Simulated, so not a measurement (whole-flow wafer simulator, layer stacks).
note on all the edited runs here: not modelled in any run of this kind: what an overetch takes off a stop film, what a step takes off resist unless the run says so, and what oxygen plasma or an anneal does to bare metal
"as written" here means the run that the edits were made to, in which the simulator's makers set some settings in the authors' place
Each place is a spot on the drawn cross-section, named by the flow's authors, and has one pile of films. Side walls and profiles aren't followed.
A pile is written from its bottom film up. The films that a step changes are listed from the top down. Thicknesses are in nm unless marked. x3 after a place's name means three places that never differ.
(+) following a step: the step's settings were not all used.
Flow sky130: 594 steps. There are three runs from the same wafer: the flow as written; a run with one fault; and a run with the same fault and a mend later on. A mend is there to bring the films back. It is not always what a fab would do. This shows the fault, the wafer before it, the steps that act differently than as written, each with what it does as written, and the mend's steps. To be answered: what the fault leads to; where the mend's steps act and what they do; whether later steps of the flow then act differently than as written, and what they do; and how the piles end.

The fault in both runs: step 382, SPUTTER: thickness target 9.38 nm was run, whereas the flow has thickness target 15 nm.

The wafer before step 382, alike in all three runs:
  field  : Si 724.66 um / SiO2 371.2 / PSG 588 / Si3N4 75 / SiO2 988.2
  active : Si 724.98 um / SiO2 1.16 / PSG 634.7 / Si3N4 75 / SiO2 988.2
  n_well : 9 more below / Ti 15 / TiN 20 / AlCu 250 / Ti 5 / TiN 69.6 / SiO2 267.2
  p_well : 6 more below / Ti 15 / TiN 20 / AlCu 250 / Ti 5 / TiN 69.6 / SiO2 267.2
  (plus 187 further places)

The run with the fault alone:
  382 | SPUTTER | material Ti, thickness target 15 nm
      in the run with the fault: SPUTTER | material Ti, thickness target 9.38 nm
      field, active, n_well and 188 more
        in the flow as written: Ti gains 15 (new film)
        in the run with the fault: Ti gains 9.38 (new film)
  Later steps of the flow acting differently than as written (not shown: 9 more steps that differ only slightly, by at most 2% or 0.5 nm, whichever is larger):
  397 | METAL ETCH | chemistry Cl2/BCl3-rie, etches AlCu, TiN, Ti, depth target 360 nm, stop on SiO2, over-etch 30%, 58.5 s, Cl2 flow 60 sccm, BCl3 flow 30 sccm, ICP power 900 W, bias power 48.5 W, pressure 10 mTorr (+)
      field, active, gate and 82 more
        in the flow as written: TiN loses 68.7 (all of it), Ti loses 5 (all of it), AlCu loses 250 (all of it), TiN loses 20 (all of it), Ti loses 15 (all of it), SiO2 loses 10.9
        in the run with the fault: TiN loses 68.7 (all of it), Ti loses 5 (all of it), AlCu loses 250 (all of it), TiN loses 20 (all of it), Ti loses 9.38 (all of it), SiO2 loses 11.5
  By the end, the piles at n_well, p_well, gate_hv and 103 more depart from the flow's by more than 2% or 0.5 nm, whichever is larger.
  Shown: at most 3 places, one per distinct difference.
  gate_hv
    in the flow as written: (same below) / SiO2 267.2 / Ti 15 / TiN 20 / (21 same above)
    in the run with the fault: (same below) / SiO2 267.2 / Ti 9.38 / TiN 20 / (21 same above)
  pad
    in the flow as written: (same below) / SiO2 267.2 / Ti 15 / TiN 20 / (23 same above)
    in the run with the fault: (same below) / SiO2 267.2 / Ti 9.38 / TiN 20 / (23 same above)
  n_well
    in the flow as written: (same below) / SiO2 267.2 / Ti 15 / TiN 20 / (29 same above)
    in the run with the fault: (same below) / SiO2 267.2 / Ti 9.38 / TiN 20 / (29 same above)

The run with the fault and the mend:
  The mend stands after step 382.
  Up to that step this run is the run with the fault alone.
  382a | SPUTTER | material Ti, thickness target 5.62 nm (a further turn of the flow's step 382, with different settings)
      field, active, n_well and 188 more
        Ti gains 5.62
  Later steps of the flow that are run all act as written at every place that is followed.
  At every place that both follow, the piles at the end match the flow's.
